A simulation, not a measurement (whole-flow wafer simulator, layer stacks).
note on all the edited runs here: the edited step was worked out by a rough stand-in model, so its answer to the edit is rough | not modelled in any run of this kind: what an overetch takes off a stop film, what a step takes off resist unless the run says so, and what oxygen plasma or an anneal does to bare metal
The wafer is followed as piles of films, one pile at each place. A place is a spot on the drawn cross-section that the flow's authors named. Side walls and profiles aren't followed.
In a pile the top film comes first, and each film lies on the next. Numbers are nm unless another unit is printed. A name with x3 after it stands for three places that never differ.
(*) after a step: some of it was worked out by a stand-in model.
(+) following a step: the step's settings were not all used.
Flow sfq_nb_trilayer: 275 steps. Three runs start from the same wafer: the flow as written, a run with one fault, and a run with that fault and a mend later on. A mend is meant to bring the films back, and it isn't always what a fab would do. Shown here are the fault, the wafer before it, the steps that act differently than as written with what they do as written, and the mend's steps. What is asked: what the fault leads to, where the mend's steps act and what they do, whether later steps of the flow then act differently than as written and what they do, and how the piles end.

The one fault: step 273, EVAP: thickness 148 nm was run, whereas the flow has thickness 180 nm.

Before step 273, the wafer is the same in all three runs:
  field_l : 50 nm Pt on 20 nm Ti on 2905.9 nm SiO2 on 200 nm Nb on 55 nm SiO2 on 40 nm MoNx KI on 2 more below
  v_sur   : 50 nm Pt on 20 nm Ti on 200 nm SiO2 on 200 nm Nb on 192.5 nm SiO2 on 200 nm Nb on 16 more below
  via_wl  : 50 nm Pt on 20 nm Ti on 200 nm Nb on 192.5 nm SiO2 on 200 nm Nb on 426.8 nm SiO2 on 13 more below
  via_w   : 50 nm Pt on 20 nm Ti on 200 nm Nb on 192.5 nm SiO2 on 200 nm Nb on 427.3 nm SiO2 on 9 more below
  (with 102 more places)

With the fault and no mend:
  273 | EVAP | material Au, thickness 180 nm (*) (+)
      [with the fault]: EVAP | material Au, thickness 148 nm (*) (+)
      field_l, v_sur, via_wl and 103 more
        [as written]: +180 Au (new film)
        [with the fault]: +148 Au (new film)
  Steps further on in the flow that do not act as written:
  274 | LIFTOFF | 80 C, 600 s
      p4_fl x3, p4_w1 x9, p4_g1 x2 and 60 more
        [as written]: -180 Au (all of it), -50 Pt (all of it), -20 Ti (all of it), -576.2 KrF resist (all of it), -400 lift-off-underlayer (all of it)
        [with the fault]: -148 Au (all of it), -50 Pt (all of it), -20 Ti (all of it), -576.2 KrF resist (all of it), -400 lift-off-underlayer (all of it)
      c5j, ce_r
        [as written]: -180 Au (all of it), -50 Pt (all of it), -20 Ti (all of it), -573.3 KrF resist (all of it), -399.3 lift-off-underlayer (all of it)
        [with the fault]: -148 Au (all of it), -50 Pt (all of it), -20 Ti (all of it), -573.3 KrF resist (all of it), -399.3 lift-off-underlayer (all of it)
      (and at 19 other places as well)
  By the end, the piles at field_l, v_sur, via_wl and 8 more depart from the flow's by more than 2% or 0.5 nm, whichever is larger.
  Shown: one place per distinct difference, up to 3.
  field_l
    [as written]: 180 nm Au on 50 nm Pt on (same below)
    [with the fault]: 148 nm Au on 50 nm Pt on (same below)

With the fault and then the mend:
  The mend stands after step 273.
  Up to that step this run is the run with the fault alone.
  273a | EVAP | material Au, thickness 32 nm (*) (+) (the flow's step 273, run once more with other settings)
      field_l, v_sur, via_wl and 103 more
        +32 Au
  Every later step of the flow that is run acts as written at every place that is followed.
  By the end, the piles equal the flow's at every place that both follow.
